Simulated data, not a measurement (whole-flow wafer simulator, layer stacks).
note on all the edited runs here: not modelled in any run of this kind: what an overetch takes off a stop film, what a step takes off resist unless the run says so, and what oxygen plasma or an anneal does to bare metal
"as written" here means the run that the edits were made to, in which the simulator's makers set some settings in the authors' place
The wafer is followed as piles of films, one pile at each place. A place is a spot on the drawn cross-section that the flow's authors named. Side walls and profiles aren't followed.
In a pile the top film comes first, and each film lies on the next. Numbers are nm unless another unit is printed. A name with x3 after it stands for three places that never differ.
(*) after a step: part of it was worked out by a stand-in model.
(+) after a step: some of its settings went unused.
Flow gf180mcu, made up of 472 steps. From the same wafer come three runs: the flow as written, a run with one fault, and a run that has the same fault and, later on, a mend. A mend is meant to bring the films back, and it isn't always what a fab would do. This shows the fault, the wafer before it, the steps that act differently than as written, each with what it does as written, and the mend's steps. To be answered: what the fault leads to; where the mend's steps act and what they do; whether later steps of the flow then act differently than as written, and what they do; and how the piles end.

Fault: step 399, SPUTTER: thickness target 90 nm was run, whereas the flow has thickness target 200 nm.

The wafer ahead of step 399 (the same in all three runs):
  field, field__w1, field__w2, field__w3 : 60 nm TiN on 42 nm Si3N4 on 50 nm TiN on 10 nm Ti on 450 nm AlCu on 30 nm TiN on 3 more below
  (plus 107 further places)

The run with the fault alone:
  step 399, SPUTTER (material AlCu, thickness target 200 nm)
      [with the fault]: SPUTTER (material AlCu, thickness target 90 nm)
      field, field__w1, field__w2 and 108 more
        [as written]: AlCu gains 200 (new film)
        [with the fault]: AlCu gains 90 (new film)
  Later steps of the flow acting differently than as written (1 other step is not shown; it differs only slightly, by no more than 2% or 0.5 nm, whichever is larger):
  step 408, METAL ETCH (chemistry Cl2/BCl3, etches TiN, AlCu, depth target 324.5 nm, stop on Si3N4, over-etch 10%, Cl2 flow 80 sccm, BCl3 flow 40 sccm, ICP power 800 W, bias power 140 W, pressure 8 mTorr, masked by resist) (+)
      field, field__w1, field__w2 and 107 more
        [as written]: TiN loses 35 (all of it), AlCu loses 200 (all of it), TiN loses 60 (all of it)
        [with the fault]: TiN loses 35 (all of it), AlCu loses 90 (all of it), TiN loses 60 (all of it)
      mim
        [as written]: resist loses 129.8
        [with the fault]: resist loses 81.4
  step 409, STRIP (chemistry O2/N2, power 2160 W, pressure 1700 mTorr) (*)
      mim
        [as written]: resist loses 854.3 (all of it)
        [with the fault]: resist loses 902.7 (all of it)
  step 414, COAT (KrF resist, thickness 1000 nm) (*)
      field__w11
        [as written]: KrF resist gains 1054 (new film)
        [with the fault]: KrF resist gains 1031.5 (new film)
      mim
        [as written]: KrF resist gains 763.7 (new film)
        [with the fault]: KrF resist gains 849.2 (new film)
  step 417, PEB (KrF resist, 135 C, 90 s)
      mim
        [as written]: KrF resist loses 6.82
        [with the fault]: KrF resist loses 8.17
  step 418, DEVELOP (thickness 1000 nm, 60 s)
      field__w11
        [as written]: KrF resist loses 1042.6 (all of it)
        [with the fault]: KrF resist loses 1020.6 (all of it)
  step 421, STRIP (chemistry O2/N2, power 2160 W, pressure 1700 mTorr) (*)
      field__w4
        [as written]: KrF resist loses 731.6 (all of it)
        [with the fault]: KrF resist loses 714 (all of it)
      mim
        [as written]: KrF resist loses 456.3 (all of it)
        [with the fault]: KrF resist loses 540.4 (all of it)
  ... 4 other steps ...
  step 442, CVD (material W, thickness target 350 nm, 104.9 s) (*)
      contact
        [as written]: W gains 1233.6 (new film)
        [with the fault]: W gains 1122.7 (new film)
  At field__w4, field__w8, contact, m1, m1__w1, mim, mim_1p0, m1_nw, the piles at the end differ from the flow's by more than 2% or 0.5 nm, whichever is larger.
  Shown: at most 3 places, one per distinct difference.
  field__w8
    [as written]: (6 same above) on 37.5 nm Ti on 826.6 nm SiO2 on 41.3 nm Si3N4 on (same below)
    [with the fault]: (6 same above) on 37.5 nm Ti on 716.6 nm SiO2 on 41.3 nm Si3N4 on (same below)
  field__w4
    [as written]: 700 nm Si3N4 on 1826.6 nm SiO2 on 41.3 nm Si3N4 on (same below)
    [with the fault]: 700 nm Si3N4 on 1716.6 nm SiO2 on 41.3 nm Si3N4 on (same below)
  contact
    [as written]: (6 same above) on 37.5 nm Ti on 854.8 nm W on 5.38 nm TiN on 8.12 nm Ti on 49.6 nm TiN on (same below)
    [with the fault]: (6 same above) on 37.5 nm Ti on 743.9 nm W on 5.73 nm TiN on 8.65 nm Ti on 49.6 nm TiN on (same below)

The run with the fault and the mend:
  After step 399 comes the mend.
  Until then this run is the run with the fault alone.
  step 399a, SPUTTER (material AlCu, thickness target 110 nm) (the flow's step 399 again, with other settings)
      field, field__w1, field__w2 and 108 more
        AlCu gains 110
  Every later step of the flow that is run acts as written at every place that is followed.
  The piles end the same as the flow's at every place that both follow.
